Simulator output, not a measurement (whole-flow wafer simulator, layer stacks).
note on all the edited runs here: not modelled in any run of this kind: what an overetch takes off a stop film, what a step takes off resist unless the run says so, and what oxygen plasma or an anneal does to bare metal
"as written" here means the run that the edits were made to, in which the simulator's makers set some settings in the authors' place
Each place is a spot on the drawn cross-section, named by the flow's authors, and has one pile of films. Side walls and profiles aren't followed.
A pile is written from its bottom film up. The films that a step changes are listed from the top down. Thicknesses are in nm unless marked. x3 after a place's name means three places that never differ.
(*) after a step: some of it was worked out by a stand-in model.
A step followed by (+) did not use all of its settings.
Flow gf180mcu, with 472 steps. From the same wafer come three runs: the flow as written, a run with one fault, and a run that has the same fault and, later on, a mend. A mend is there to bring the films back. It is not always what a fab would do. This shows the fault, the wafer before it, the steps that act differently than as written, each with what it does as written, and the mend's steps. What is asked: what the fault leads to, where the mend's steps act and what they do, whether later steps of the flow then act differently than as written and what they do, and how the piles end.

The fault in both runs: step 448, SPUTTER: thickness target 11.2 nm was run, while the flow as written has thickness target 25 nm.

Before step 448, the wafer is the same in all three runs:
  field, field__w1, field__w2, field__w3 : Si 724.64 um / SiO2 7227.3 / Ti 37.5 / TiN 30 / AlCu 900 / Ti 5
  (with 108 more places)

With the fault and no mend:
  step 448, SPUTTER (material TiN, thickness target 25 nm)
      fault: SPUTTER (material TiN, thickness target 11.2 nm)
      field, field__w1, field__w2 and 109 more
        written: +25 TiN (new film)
        fault: +11.2 TiN (new film)
  Steps later in the flow that act otherwise than as written (not shown: 4 more steps that differ only slightly, by at most 2% or 0.5 nm, whichever is larger):
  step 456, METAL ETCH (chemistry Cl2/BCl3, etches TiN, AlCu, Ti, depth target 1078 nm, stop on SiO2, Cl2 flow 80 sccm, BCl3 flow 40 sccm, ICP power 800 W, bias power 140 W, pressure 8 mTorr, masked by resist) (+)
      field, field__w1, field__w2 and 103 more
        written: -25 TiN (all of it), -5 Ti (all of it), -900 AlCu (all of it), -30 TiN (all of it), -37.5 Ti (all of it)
        fault: -11.2 TiN (all of it), -5 Ti (all of it), -900 AlCu (all of it), -30 TiN (all of it), -37.5 Ti (all of it)
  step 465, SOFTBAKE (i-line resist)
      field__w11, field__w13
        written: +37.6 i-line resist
        fault: +36.8 i-line resist
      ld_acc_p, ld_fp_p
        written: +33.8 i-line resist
        fault: +33.1 i-line resist
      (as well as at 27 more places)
  The piles end different from the flow's at field__w8, contact, m1, m1__w1, pad, m1_nw by more than 2% or 0.5 nm, whichever is larger.
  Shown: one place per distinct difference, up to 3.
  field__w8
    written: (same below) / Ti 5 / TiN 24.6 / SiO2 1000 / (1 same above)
    fault: (same below) / Ti 5 / TiN 10.8 / SiO2 1000 / (1 same above)
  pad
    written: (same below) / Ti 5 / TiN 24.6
    fault: (same below) / Ti 5 / TiN 10.8

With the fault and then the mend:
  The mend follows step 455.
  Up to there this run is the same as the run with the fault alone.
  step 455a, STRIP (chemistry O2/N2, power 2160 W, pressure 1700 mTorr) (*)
      field__w8, contact, m1, m1__w1, pad, m1_nw
        -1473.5 resist (all of it)
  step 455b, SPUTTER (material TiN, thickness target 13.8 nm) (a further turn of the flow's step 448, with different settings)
      field, field__w1, field__w2 and 109 more
        +13.8 TiN
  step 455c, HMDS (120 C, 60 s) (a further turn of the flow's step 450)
      alters no film at any place that is followed
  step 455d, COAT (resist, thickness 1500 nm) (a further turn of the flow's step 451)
      field, field__w1, field__w2 and 109 more
        +1500 resist (new film)
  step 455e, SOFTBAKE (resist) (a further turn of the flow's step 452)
      alters no film at any place that is followed
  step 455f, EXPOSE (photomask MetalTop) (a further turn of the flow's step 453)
      alters no film at any place that is followed
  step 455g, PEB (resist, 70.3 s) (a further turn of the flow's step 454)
      field, field__w1, field__w2 and 109 more
        -26.5 resist
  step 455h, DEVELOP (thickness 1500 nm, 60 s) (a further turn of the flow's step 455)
      field, field__w1, field__w2 and 103 more
        -1473.5 resist (all of it)
  Every later step of the flow that is run acts as written at every place that is followed.
  By the end, the piles equal the flow's at every place that both follow.
